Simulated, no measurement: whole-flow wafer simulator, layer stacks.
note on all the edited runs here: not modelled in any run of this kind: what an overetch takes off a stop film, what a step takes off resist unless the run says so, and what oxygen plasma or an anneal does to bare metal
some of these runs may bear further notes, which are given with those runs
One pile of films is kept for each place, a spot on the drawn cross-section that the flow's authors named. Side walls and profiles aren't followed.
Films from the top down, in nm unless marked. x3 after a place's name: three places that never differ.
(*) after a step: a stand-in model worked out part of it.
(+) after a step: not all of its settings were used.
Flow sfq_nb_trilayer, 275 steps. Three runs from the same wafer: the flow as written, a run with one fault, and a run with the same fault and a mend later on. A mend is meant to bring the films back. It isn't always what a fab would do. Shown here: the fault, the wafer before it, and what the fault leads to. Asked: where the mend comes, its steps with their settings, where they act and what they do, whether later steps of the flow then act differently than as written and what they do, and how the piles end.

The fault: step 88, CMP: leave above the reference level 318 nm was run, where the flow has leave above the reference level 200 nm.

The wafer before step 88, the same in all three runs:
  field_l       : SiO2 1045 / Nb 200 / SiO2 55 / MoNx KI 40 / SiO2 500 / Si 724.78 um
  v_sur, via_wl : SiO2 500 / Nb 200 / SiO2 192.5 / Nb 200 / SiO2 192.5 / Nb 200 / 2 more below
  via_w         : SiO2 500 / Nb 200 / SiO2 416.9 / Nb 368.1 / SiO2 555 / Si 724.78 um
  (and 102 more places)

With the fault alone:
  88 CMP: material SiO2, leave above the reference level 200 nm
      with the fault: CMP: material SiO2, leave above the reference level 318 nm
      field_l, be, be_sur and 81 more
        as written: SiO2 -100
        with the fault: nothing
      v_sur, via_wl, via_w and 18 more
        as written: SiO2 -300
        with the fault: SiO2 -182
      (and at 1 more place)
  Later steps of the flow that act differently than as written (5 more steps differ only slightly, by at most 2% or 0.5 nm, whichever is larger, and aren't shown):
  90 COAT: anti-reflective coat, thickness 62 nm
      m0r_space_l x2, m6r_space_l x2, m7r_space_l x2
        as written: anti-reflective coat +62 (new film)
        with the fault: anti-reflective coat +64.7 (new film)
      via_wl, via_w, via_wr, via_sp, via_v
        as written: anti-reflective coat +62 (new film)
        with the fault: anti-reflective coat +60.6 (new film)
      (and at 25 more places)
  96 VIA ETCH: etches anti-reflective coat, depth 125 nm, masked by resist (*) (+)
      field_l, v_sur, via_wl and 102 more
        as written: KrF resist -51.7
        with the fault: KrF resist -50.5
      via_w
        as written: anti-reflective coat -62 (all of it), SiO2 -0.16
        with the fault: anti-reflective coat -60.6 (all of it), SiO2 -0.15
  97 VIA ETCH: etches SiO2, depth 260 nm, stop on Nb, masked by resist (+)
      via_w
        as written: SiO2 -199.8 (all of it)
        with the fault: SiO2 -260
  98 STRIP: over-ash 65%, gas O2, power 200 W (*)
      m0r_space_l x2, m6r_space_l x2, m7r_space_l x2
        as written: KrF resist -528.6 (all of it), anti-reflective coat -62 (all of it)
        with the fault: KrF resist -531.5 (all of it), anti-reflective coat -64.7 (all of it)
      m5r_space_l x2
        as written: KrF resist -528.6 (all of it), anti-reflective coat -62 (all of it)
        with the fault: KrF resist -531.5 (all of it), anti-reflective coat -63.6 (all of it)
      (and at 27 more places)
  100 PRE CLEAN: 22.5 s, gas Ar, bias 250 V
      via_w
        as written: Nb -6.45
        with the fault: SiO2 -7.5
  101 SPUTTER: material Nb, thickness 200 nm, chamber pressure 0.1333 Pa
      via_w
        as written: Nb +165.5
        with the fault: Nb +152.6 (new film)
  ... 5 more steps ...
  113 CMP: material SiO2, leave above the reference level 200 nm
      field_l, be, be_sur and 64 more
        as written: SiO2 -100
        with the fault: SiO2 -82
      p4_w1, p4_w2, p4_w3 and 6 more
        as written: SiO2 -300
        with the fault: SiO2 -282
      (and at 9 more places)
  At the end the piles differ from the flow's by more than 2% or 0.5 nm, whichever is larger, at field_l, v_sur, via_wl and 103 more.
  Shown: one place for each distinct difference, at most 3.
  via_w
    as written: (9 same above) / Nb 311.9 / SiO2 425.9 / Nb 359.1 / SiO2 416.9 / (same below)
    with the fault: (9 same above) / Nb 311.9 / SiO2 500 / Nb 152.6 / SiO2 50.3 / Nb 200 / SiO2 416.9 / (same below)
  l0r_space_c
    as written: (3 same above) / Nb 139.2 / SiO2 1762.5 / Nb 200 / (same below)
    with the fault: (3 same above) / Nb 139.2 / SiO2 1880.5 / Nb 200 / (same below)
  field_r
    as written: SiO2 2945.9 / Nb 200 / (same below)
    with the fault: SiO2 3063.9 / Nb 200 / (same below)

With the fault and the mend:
  The mend comes after step 89.
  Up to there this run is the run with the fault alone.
  89a CMP: material SiO2, leave above the reference level 200 nm (the flow's step 88 once more)
      field_l, be, be_sur and 81 more
        SiO2 -100
      v_sur, via_wl, via_w and 19 more
        SiO2 -118
  No later step of the flow acts differently than as written at any place that is followed.
  At the end the piles are the same as the flow's at every place that both follow.
